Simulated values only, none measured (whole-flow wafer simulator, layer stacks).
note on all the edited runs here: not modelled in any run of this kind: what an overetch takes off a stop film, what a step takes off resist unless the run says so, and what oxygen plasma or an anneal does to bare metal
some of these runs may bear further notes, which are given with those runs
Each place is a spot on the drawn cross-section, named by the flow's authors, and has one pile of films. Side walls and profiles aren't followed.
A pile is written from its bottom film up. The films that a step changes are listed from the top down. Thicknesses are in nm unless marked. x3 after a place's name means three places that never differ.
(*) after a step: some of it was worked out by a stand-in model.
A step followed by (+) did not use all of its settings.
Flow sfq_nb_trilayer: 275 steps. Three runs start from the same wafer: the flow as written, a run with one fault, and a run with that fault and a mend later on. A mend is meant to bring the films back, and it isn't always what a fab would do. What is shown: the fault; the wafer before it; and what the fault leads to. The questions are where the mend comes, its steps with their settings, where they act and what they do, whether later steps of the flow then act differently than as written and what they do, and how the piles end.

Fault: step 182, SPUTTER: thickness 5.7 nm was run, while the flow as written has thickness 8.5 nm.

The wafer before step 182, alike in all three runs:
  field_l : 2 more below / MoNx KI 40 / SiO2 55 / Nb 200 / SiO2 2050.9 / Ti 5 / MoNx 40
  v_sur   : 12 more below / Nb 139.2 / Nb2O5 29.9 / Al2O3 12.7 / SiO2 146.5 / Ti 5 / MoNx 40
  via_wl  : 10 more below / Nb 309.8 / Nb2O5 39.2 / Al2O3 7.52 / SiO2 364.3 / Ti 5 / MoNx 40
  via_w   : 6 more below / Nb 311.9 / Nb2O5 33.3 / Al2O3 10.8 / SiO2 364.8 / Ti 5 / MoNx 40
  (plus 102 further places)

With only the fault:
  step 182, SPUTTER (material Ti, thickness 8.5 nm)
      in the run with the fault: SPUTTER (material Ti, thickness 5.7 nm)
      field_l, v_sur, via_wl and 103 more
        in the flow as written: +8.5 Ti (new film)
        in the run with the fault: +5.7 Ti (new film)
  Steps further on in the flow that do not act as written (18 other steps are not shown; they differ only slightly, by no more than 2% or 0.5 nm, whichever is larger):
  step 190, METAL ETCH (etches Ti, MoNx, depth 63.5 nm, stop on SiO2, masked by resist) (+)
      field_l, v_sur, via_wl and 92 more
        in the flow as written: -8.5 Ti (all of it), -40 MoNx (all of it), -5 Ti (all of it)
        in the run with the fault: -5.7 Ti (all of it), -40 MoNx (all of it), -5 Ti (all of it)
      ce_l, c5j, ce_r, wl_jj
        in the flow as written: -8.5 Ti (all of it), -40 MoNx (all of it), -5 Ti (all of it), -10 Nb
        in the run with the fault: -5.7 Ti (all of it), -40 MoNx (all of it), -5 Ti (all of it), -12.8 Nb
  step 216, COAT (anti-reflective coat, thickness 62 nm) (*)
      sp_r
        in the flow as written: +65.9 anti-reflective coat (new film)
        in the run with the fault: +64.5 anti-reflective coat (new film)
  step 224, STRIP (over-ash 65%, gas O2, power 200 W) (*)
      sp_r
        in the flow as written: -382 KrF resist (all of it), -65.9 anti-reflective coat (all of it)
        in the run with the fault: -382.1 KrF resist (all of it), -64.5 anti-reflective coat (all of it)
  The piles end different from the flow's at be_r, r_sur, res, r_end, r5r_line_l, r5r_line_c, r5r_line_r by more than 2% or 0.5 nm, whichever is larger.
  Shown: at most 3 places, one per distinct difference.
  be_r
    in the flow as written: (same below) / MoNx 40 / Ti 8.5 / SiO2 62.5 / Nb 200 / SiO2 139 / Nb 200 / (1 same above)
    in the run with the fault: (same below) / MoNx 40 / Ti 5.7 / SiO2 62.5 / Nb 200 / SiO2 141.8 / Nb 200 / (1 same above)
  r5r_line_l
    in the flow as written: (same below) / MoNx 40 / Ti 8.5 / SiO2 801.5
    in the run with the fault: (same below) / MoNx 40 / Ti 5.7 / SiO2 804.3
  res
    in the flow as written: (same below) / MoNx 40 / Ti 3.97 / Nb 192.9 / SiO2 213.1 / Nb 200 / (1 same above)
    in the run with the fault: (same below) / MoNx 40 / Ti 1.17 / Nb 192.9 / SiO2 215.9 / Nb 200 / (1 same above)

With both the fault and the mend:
  The mend follows step 188.
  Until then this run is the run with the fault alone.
  step 188a, STRIP (over-ash 65%, gas O2, power 200 W) (*)
      field_l, v_sur, via_wl and 96 more
        -62 anti-reflective coat (all of it)
      be_r, r_sur, res, r_end, r5r_line_l, r5r_line_c, r5r_line_r
        -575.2 KrF resist (all of it), -62 anti-reflective coat (all of it)
  step 188b, SPUTTER (material Ti, thickness 2.8 nm) (a further turn of the flow's step 182, with different settings)
      field_l, v_sur, via_wl and 103 more
        +2.8 Ti
  step 188c, COAT (anti-reflective coat, thickness 62 nm) (a further turn of the flow's step 183)
      field_l, v_sur, via_wl and 103 more
        +62 anti-reflective coat (new film)
  step 188d, COAT (KrF resist, thickness 600 nm) (a further turn of the flow's step 184)
      field_l, v_sur, via_wl and 103 more
        +600 KrF resist (new film)
  step 188e, SOFTBAKE (KrF resist) (a further turn of the flow's step 185)
      alters no film at any place that is followed
  step 188f, EXPOSE (photomask R5, dose 12.12 mJ/cm2, NA 0.6, wavelength 248 nm) (*) (a further turn of the flow's step 186)
      alters no film at any place that is followed
  step 188g, PEB (KrF resist, 90 s) (a further turn of the flow's step 187)
      field_l, v_sur, via_wl and 103 more
        -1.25 KrF resist
  step 188h, DEVELOP (KrF resist, thickness 600 nm, 60 s) (a further turn of the flow's step 188)
      field_l, v_sur, via_wl and 96 more
        -598.7 KrF resist (all of it)
      be_r, r_sur, res, r_end, r5r_line_l, r5r_line_c, r5r_line_r
        -23.5 KrF resist
  Every later step of the flow that is run acts as written at every place that is followed.
  By the end, the piles equal the flow's at every place that both follow.
